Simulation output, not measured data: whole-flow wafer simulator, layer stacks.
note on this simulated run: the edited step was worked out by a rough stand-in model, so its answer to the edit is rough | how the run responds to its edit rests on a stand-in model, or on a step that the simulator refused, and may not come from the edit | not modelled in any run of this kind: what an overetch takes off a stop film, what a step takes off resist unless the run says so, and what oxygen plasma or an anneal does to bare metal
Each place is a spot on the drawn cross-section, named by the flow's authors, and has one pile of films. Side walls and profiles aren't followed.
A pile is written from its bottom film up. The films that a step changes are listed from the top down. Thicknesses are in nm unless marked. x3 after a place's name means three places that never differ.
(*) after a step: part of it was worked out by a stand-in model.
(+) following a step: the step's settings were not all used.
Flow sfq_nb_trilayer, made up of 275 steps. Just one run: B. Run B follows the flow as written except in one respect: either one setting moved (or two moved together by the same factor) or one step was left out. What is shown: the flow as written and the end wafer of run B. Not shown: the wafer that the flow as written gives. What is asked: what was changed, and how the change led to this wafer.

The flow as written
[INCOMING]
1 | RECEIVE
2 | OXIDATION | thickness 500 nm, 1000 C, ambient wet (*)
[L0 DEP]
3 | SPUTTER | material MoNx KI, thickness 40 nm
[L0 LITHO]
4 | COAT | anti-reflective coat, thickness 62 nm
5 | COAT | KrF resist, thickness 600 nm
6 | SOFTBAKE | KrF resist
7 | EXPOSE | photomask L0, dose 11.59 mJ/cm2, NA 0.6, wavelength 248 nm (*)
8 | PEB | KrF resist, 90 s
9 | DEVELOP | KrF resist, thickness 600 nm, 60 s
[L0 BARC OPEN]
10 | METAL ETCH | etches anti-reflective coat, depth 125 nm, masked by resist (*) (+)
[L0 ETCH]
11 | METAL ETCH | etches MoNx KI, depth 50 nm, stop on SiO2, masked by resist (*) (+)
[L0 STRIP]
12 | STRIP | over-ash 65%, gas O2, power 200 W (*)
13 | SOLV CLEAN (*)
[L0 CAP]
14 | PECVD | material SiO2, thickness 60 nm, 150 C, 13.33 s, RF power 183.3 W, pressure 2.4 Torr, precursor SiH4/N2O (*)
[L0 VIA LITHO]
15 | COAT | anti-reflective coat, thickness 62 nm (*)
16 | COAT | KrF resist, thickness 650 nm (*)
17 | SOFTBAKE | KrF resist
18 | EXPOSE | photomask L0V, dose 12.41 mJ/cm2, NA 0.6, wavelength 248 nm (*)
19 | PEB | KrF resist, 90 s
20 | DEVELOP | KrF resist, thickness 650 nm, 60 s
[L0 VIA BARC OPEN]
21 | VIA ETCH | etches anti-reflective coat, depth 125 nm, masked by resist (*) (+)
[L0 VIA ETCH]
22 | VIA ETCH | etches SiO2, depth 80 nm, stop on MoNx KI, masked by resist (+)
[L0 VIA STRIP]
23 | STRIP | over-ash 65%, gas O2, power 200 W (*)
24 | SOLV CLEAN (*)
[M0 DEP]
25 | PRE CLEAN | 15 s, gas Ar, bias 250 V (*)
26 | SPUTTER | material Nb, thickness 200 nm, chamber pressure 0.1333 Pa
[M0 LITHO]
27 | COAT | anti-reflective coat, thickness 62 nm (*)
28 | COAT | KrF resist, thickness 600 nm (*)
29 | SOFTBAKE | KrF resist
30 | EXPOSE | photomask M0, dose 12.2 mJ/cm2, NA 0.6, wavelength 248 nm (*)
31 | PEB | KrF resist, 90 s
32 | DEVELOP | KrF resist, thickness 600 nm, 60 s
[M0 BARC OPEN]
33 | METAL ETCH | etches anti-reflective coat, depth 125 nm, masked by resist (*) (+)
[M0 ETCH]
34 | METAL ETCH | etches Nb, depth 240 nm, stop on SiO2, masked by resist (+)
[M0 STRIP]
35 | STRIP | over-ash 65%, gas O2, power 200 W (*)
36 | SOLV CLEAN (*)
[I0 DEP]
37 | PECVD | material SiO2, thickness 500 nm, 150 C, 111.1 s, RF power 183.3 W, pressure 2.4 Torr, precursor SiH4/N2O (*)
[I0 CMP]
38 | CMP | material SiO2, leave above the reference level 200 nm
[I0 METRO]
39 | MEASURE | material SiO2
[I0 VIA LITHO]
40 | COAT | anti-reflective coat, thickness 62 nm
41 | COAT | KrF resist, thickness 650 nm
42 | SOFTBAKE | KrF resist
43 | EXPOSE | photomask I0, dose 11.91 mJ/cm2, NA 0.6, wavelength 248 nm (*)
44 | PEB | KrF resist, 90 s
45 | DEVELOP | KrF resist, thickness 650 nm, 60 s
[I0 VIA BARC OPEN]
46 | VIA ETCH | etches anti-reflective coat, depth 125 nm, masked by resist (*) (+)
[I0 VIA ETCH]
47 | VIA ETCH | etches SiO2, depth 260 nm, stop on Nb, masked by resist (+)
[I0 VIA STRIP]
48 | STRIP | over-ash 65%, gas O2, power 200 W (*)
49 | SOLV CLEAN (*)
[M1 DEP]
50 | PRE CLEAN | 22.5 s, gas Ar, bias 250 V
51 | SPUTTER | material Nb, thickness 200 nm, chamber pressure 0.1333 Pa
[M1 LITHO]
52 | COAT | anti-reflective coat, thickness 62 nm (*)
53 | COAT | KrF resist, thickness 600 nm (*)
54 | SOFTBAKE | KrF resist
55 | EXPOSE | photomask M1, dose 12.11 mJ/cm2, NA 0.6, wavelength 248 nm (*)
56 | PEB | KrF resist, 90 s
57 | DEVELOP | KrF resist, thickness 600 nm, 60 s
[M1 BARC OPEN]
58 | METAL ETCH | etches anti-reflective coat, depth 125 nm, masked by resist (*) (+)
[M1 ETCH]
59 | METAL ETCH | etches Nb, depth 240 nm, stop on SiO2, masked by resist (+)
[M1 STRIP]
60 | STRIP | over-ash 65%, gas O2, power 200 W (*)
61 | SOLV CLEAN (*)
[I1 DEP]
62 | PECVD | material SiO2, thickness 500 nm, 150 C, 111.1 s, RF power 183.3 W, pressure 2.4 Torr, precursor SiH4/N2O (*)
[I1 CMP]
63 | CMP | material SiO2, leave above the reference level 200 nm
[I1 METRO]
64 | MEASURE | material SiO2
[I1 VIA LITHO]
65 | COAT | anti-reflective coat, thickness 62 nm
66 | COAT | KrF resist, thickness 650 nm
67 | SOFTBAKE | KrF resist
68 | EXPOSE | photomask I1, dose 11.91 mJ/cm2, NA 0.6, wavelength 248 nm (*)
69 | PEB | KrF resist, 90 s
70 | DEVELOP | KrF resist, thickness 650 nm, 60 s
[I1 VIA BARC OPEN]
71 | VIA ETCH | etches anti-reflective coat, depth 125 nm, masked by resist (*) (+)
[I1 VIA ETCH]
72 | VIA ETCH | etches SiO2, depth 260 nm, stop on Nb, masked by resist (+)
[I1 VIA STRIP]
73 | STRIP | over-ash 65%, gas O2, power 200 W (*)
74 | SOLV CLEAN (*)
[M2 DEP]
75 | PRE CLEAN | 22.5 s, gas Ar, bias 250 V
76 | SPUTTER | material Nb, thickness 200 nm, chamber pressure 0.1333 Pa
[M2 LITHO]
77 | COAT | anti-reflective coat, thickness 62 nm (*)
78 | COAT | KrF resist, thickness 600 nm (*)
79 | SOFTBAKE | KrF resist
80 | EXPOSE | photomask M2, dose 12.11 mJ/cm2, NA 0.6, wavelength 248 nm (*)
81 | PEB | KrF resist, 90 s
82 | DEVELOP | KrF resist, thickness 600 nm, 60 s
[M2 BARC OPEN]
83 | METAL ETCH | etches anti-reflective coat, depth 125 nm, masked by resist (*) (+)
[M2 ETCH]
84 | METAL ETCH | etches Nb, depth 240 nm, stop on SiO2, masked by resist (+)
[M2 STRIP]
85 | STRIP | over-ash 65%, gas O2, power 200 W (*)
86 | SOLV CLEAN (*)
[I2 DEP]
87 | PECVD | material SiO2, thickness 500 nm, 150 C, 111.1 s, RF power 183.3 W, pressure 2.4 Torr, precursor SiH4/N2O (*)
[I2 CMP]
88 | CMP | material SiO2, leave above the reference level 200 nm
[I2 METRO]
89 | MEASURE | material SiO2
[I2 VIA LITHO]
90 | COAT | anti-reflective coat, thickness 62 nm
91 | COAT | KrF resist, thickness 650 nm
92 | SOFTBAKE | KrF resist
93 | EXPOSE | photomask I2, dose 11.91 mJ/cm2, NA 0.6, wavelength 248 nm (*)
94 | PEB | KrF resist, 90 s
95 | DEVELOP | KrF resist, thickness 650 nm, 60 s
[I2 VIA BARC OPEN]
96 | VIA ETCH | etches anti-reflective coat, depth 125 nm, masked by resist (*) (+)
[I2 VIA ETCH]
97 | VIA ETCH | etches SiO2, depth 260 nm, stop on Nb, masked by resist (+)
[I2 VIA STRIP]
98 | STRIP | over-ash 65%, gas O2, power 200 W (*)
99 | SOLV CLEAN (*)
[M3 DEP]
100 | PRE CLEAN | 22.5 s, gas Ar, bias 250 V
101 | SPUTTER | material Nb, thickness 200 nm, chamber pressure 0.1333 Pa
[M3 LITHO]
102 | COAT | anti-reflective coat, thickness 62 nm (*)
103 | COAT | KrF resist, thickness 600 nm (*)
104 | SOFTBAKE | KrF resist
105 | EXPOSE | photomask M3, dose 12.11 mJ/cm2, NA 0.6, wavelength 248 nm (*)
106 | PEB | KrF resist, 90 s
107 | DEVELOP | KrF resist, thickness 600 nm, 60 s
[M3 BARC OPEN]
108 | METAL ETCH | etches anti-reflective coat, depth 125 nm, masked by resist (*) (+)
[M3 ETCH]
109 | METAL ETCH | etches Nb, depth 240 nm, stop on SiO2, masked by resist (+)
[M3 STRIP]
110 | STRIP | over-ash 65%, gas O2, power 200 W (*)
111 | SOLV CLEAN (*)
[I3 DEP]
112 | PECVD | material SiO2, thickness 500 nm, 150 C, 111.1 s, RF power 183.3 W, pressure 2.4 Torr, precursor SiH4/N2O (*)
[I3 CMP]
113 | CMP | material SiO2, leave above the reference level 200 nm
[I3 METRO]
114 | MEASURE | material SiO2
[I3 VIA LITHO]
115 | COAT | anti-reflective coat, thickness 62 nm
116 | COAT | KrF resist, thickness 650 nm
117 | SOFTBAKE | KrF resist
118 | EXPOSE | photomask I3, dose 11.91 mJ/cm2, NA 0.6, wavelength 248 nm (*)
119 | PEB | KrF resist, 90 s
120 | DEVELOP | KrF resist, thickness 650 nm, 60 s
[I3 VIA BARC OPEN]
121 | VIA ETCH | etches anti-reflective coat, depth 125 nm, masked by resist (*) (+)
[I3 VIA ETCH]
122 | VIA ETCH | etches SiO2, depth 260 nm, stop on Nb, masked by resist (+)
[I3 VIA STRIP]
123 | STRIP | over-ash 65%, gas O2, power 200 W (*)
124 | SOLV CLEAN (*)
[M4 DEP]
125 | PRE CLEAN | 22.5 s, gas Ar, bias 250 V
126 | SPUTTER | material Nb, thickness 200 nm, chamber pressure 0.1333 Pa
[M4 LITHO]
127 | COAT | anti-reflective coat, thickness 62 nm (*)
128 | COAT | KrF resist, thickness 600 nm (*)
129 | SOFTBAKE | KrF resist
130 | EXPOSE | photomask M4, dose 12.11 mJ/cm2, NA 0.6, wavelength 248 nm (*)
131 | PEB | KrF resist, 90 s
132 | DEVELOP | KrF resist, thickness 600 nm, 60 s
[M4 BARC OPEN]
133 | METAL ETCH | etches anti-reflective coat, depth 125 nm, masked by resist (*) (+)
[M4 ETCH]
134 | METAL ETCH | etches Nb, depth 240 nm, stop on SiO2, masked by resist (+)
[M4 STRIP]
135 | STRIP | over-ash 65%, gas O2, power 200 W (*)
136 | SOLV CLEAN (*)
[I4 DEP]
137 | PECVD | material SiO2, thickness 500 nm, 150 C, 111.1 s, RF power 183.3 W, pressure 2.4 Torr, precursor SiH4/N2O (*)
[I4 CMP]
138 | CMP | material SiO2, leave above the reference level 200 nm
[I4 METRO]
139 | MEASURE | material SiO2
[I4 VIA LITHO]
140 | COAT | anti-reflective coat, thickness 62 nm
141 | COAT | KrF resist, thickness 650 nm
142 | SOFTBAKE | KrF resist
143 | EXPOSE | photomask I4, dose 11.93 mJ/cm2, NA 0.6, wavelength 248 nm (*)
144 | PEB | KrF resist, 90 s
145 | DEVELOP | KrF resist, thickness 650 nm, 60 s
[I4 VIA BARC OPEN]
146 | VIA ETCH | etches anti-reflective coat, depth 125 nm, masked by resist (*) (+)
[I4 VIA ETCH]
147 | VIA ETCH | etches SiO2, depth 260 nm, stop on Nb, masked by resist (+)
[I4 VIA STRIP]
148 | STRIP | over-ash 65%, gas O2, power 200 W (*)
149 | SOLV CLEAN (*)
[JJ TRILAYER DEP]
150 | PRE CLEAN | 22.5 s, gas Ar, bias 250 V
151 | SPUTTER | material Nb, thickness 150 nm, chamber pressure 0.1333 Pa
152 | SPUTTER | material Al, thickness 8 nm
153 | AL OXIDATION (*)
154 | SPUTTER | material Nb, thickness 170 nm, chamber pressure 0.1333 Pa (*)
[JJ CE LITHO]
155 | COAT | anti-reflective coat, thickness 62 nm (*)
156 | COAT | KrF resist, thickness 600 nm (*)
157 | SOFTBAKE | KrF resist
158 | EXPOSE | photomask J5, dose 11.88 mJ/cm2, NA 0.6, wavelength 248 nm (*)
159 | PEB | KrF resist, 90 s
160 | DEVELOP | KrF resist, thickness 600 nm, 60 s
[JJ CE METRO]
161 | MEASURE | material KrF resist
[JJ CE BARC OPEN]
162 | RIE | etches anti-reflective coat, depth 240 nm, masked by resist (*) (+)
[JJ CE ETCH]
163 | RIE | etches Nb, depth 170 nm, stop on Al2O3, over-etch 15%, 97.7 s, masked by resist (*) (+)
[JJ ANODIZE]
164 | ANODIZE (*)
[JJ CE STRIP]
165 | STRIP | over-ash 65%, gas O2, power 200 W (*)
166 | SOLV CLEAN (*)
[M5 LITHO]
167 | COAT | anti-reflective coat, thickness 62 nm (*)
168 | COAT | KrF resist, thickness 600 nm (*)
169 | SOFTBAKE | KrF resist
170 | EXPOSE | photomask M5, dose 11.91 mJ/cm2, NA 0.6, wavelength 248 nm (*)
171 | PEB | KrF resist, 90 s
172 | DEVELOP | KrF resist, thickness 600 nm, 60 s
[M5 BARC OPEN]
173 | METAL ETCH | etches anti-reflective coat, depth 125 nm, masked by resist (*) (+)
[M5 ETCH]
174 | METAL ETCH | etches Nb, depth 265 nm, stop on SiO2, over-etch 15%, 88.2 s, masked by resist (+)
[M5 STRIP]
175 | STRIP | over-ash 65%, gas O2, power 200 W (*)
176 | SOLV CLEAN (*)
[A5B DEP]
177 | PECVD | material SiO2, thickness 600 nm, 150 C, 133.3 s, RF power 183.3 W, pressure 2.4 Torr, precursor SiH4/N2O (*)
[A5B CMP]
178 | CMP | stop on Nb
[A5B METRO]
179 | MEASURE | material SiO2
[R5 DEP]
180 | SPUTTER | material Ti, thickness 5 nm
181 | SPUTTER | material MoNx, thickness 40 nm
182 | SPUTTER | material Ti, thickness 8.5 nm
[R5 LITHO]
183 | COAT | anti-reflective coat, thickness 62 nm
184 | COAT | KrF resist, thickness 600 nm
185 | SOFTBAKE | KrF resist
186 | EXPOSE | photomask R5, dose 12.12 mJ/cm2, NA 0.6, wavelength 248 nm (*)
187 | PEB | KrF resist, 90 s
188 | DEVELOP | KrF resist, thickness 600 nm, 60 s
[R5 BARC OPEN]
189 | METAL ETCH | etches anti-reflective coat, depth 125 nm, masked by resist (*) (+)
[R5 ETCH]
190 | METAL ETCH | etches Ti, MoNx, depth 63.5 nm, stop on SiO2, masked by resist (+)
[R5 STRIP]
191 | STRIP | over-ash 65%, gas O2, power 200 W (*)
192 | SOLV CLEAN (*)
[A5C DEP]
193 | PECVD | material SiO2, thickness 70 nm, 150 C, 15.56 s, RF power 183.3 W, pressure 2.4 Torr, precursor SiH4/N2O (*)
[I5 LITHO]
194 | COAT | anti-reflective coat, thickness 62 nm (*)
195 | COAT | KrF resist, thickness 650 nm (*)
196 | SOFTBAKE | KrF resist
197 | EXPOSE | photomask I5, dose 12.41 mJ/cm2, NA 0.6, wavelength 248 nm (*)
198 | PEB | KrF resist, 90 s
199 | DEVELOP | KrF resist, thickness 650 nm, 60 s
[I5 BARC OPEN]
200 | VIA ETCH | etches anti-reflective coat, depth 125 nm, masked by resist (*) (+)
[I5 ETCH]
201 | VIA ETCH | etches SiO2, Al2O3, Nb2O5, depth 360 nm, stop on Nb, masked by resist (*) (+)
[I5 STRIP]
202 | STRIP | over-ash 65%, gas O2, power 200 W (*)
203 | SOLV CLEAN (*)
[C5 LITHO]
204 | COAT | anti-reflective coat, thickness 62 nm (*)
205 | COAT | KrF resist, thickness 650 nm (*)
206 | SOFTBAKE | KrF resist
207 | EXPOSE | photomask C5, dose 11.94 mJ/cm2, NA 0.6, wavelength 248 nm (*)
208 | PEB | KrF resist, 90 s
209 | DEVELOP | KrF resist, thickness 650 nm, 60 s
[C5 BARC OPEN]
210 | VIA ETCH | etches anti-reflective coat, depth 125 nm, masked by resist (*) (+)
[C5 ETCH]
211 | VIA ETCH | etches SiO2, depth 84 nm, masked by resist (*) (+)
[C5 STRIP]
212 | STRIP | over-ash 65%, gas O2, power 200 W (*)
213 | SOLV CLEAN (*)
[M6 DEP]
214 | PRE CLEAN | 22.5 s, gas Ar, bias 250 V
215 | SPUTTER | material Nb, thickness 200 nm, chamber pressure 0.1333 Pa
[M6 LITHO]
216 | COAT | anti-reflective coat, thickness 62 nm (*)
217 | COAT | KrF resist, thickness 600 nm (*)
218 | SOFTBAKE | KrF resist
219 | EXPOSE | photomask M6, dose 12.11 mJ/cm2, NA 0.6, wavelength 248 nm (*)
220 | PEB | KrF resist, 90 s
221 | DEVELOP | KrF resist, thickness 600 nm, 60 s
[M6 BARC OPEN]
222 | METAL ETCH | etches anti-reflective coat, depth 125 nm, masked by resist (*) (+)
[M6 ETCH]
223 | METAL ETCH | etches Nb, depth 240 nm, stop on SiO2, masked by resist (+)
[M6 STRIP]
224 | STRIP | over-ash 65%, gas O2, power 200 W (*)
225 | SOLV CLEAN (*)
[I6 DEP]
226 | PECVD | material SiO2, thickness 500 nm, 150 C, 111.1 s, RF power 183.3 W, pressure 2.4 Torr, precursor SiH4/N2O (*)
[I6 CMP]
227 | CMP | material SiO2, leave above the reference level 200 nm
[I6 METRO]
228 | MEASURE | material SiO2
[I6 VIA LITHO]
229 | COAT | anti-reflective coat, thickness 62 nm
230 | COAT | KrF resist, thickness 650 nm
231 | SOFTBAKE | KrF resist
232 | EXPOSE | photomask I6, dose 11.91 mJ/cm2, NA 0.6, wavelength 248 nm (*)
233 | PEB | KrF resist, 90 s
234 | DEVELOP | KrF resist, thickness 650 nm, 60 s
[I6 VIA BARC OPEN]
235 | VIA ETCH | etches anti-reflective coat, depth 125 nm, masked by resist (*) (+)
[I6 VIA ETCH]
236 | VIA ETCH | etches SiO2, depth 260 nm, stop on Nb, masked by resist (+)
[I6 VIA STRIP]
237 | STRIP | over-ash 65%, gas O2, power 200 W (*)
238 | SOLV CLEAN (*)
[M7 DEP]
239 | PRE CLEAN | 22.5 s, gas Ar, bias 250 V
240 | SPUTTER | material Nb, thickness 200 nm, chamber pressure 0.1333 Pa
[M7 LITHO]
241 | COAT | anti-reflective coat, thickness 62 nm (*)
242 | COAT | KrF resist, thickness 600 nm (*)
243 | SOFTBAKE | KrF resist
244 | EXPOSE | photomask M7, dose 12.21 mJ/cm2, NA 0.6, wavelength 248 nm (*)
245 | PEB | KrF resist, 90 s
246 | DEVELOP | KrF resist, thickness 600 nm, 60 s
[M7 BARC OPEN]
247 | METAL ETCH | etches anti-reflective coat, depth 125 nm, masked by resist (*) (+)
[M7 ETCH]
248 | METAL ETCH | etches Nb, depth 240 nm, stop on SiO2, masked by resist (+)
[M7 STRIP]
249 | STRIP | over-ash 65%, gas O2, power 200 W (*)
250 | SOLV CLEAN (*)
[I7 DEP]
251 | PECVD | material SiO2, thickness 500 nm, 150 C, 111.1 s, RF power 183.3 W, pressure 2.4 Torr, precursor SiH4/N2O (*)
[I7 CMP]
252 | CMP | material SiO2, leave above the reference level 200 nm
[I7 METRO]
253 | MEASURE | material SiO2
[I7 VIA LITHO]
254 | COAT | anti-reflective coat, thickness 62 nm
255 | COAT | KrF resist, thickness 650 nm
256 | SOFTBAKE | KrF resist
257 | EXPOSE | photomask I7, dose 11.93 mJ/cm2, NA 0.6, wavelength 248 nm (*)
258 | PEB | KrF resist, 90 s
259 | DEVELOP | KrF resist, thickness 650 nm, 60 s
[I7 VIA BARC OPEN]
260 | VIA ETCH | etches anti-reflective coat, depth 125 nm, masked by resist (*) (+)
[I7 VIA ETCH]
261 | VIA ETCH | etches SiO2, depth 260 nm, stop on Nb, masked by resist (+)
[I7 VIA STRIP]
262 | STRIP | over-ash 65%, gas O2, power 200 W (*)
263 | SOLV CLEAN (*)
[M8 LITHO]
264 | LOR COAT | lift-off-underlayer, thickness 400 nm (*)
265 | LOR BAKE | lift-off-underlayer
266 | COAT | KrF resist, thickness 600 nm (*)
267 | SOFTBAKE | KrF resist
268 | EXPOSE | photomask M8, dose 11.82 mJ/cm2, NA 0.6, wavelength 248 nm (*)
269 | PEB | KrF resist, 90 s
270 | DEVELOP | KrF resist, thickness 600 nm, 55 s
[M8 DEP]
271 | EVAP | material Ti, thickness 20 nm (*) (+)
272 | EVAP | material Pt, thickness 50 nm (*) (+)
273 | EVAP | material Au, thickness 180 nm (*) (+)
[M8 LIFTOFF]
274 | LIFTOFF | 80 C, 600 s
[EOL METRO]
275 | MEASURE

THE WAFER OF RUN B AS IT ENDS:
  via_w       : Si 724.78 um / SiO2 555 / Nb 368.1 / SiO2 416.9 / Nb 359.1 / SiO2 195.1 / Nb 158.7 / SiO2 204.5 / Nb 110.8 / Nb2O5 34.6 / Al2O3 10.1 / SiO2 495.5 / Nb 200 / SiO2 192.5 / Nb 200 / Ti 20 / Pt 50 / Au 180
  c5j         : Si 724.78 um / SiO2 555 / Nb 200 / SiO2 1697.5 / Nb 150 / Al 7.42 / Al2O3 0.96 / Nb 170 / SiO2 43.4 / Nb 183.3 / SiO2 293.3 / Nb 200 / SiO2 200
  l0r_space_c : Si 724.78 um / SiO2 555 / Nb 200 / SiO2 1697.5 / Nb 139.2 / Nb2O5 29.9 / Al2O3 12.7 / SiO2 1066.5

The reason: step 112, PECVD: thickness 235 nm was run, whereas the flow has thickness 500 nm; step 112, PECVD: 52.22 s was run, where the flow has 111.1 s.

The path from the change to this, step by step:
  112 | PECVD | material SiO2, thickness 500 nm, 150 C, 111.1 s, RF power 183.3 W, pressure 2.4 Torr, precursor SiH4/N2O (*)
      field_l, be, be_sur and 64 more: SiO2 gains 235 (as written it would have been: SiO2 gains 500)
      v_sur, via_wl, via_wr and 27 more: SiO2 gains 235 (new film) (as written it would have been: SiO2 gains 500 (new film))
      (as well as at 9 more places)
  113 | CMP | material SiO2, leave above the reference level 200 nm
      field_l, be, be_sur and 64 more: nothing (as written it would have been: SiO2 loses 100)
      p4_g1, p4_g2, p3_s0, p3_s1, p3_s2, p3_s3, p3_s4, p3_s5: nothing (as written it would have been: SiO2 loses 157.1)
      (as well as at 31 more places)
  115 | COAT | anti-reflective coat, thickness 62 nm
      m0r_space_l, m0r_space_r, m6r_space_l, m6r_space_r, m7r_space_l, m7r_space_r: anti-reflective coat gains 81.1 (new film) (as written it would have been: anti-reflective coat gains 62 (new film))
      p3_s0, p3_s1, p3_s2, p3_s3: anti-reflective coat gains 106.1 (new film) (as written it would have been: anti-reflective coat gains 62 (new film))
      (as well as at 77 more places)
  116 | COAT | KrF resist, thickness 650 nm
      m0r_line_l, m0r_line_r, m6r_line_l, m6r_line_r, m7r_line_l, m7r_line_r: KrF resist gains 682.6 (new film) (as written it would have been: KrF resist gains 650 (new film))
      m0r_space_l, m0r_space_r, m6r_space_l, m6r_space_r, m7r_space_l, m7r_space_r: KrF resist gains 671.3 (new film) (as written it would have been: KrF resist gains 650 (new film))
      (as well as at 72 more places)
  120 | DEVELOP | KrF resist, thickness 650 nm, 60 s
      via_v: KrF resist loses 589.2 (all of it) (as written it would have been: KrF resist loses 648.6 (all of it))
  121 | VIA ETCH | etches anti-reflective coat, depth 125 nm, masked by resist (*) (+)
      field_l, v_sur, via_wl and 102 more: KrF resist loses 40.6 (as written it would have been: KrF resist loses 51.7)
      via_v: anti-reflective coat loses 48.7 (all of it), SiO2 loses 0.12 (as written it would have been: anti-reflective coat loses 62 (all of it), SiO2 loses 0.16)
  123 | STRIP | over-ash 65%, gas O2, power 200 W (*)
      m0r_line_l, m0r_line_r, m6r_line_l, m6r_line_r, m7r_line_l, m7r_line_r: KrF resist loses 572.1 (all of it), anti-reflective coat loses 61.8 (all of it) (as written it would have been: KrF resist loses 528.6 (all of it), anti-reflective coat loses 62 (all of it))
      m0r_space_l, m0r_space_r, m6r_space_l, m6r_space_r, m7r_space_l, m7r_space_r: KrF resist loses 560.9 (all of it), anti-reflective coat loses 81.1 (all of it) (as written it would have been: KrF resist loses 528.6 (all of it), anti-reflective coat loses 62 (all of it))
      (as well as at 93 more places)
  126 | SPUTTER | material Nb, thickness 200 nm, chamber pressure 0.1333 Pa
      via_w: Nb gains 158.7 (new film) (as written it would have been: Nb gains 200 (new film))
  127 | COAT | anti-reflective coat, thickness 62 nm (*)
      p3_l1, p3_l2, p3_l3, p3_l4: anti-reflective coat gains 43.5 (new film) (as written it would have been: anti-reflective coat gains 62 (new film))
      p3_s1, p3_s2, p3_s3: anti-reflective coat gains 99.3 (new film) (as written it would have been: anti-reflective coat gains 62 (new film))
      (as well as at 81 more places)
  128 | COAT | KrF resist, thickness 600 nm (*)
      m0r_line_l, m6r_line_l, m7r_line_l: KrF resist gains 629.8 (new film) (as written it would have been: KrF resist gains 600 (new film))
      m0r_space_l, m6r_space_l, m7r_space_l: KrF resist gains 622.1 (new film) (as written it would have been: KrF resist gains 600 (new film))
      (as well as at 78 more places)
  132 | DEVELOP | KrF resist, thickness 600 nm, 60 s
      m0r_line_l, m6r_line_l, m7r_line_l: KrF resist loses 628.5 (all of it) (as written it would have been: KrF resist loses 598.7 (all of it))
      m0r_space_l, m6r_space_l, m7r_space_l: KrF resist loses 620.8 (all of it) (as written it would have been: KrF resist loses 598.7 (all of it))
      (as well as at 42 more places)
  133 | METAL ETCH | etches anti-reflective coat, depth 125 nm, masked by resist (*) (+)
      m5r_linepad_l, m5r_linepad_r, r5r_spacepad_l, r5r_spacepad_r, m8r_pad_l, m8r_pad_r: anti-reflective coat loses 125 (as written it would have been: anti-reflective coat loses 62 (all of it))
      v_sur, via_wl, via_w and 36 more: KrF resist loses 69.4 (as written it would have been: KrF resist loses 51.7)
      (as well as at 46 more places)
  134 | METAL ETCH | etches Nb, depth 240 nm, stop on SiO2, masked by resist (+)
      m5r_linepad_l, m5r_linepad_r: anti-reflective coat loses 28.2 (all of it), Nb loses 200 (all of it) (as written it would have been: Nb loses 200 (all of it))
      r5r_spacepad_l, r5r_spacepad_r: anti-reflective coat loses 28.5 (all of it), Nb loses 200 (all of it) (as written it would have been: Nb loses 200 (all of it))
      (as well as at 2 more places)
  135 | STRIP | over-ash 65%, gas O2, power 200 W (*)
      v_sur: KrF resist loses 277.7 (all of it), anti-reflective coat loses 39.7 (all of it) (as written it would have been: KrF resist loses 379.9 (all of it), anti-reflective coat loses 61.4 (all of it))
      via_wl: KrF resist loses 286.7 (all of it), anti-reflective coat loses 33.3 (all of it) (as written it would have been: KrF resist loses 379.4 (all of it), anti-reflective coat loses 61.3 (all of it))
      (as well as at 37 more places)
  137 | PECVD | material SiO2, thickness 500 nm, 150 C, 111.1 s, RF power 183.3 W, pressure 2.4 Torr, precursor SiH4/N2O (*)
      p3_s0, p3_s1, p3_s2, p3_s3, p3_s4, p3_s5: SiO2 gains 500 (as written it would have been: SiO2 gains 557.1)
      p4_g1, p4_g2: SiO2 gains 522.1 (new film) (as written it would have been: SiO2 gains 500 (new film))
      (as well as at 1 more place)
  138 | CMP | material SiO2, leave above the reference level 200 nm
      field_l, be, be_sur and 55 more: nothing (as written it would have been: SiO2 loses 100)
      p3_s0, p3_s1, p3_s2, p3_s3, p3_s4, p3_s5: nothing (as written it would have been: SiO2 loses 157.1)
      (as well as at 12 more places)
  ... another 59 steps ...
  274 | LIFTOFF | 80 C, 600 s
      be: Au loses 180 (all of it), Pt loses 50 (all of it), Ti loses 20 (all of it), KrF resist loses 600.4 (all of it), lift-off-underlayer loses 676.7 (all of it) (as written it would have been: Au loses 180 (all of it), Pt loses 50 (all of it), Ti loses 20 (all of it), KrF resist loses 572.1 (all of it), lift-off-underlayer loses 398.5 (all of it))
      be_sur: Au loses 180 (all of it), Pt loses 50 (all of it), Ti loses 20 (all of it), KrF resist loses 582.5 (all of it), lift-off-underlayer loses 377.2 (all of it) (as written it would have been: Au loses 180 (all of it), Pt loses 50 (all of it), Ti loses 20 (all of it), KrF resist loses 572.6 (all of it), lift-off-underlayer loses 398.9 (all of it))
If metal films that touch count as one body, via_w has 6 bodies (between them, from the top down: SiO2 192.5; SiO2 495.5 / Al2O3 10.1 / Nb2O5 34.6; SiO2 204.5; SiO2 195.1; SiO2 416.9); the flow as written gives 5 bodies (between them, from the top down: SiO2 192.5; SiO2 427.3 / Al2O3 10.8 / Nb2O5 33.3; SiO2 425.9; SiO2 416.9).
If metal films that touch count as one body, c5j has 5 bodies (between them, from the top down: SiO2 293.3; SiO2 43.4; Al2O3 0.96; SiO2 1697.5); the flow as written gives 4 bodies (between them, from the top down: SiO2 284.2; Al2O3 0.96; SiO2 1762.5).
